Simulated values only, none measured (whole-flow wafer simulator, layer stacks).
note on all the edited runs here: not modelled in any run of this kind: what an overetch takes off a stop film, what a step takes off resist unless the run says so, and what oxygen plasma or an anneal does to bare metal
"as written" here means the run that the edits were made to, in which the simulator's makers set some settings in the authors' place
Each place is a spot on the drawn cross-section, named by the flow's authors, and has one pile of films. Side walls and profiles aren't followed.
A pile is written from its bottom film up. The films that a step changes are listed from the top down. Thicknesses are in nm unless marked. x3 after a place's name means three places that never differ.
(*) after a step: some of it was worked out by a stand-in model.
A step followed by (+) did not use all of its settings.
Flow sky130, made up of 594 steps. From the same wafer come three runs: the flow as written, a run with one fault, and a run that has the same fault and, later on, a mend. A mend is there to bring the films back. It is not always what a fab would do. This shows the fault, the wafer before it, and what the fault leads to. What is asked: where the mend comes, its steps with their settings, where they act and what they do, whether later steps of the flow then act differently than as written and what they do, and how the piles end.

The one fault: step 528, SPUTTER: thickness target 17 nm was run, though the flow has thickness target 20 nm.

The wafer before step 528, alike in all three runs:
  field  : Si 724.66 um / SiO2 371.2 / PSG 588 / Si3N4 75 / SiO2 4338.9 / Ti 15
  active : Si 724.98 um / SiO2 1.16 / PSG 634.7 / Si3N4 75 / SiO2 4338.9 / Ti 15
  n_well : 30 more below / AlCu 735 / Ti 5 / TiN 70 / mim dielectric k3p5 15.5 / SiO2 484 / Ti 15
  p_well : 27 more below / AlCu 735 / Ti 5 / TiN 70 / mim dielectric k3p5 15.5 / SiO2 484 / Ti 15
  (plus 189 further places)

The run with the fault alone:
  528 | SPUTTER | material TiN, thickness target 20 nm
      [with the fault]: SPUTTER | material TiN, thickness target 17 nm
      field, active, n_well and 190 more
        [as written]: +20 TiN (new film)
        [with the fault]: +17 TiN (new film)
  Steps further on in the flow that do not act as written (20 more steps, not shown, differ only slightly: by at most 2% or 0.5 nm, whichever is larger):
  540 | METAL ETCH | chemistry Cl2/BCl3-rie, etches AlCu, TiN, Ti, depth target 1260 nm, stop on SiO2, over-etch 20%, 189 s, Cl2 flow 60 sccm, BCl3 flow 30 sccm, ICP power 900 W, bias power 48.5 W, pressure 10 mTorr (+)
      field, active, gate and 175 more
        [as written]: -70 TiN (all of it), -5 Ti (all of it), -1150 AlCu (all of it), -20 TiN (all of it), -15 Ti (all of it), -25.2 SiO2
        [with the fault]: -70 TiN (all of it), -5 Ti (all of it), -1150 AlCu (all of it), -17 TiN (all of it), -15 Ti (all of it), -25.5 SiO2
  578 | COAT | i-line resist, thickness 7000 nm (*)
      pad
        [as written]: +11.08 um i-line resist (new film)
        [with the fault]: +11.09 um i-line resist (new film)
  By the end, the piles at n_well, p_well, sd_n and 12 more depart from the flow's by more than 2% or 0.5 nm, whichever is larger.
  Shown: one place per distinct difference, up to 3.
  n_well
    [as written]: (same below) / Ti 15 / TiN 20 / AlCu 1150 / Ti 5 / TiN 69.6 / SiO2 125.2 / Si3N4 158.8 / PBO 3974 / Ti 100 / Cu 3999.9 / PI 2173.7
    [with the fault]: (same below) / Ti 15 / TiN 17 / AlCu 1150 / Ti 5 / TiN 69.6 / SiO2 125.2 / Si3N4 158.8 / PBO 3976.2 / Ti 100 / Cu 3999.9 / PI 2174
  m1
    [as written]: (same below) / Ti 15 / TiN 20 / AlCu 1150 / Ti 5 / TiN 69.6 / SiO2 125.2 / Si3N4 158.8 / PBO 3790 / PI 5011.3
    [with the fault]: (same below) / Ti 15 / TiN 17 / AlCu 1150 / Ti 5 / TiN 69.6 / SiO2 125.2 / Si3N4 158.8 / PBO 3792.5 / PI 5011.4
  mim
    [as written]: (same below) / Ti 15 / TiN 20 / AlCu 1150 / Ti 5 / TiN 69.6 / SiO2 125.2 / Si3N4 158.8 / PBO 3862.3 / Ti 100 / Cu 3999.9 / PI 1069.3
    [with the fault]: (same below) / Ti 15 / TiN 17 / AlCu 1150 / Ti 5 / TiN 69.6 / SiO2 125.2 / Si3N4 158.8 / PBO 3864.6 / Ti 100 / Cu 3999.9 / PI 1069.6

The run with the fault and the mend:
  The mend stands after step 528.
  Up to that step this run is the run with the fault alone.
  528a | SPUTTER | material TiN, thickness target 3 nm (a further turn of the flow's step 528, with different settings)
      field, active, n_well and 190 more
        +3 TiN
  None of the later steps of the flow acts differently than as written at any place that is followed.
  By the end, the piles equal the flow's at every place that both follow.
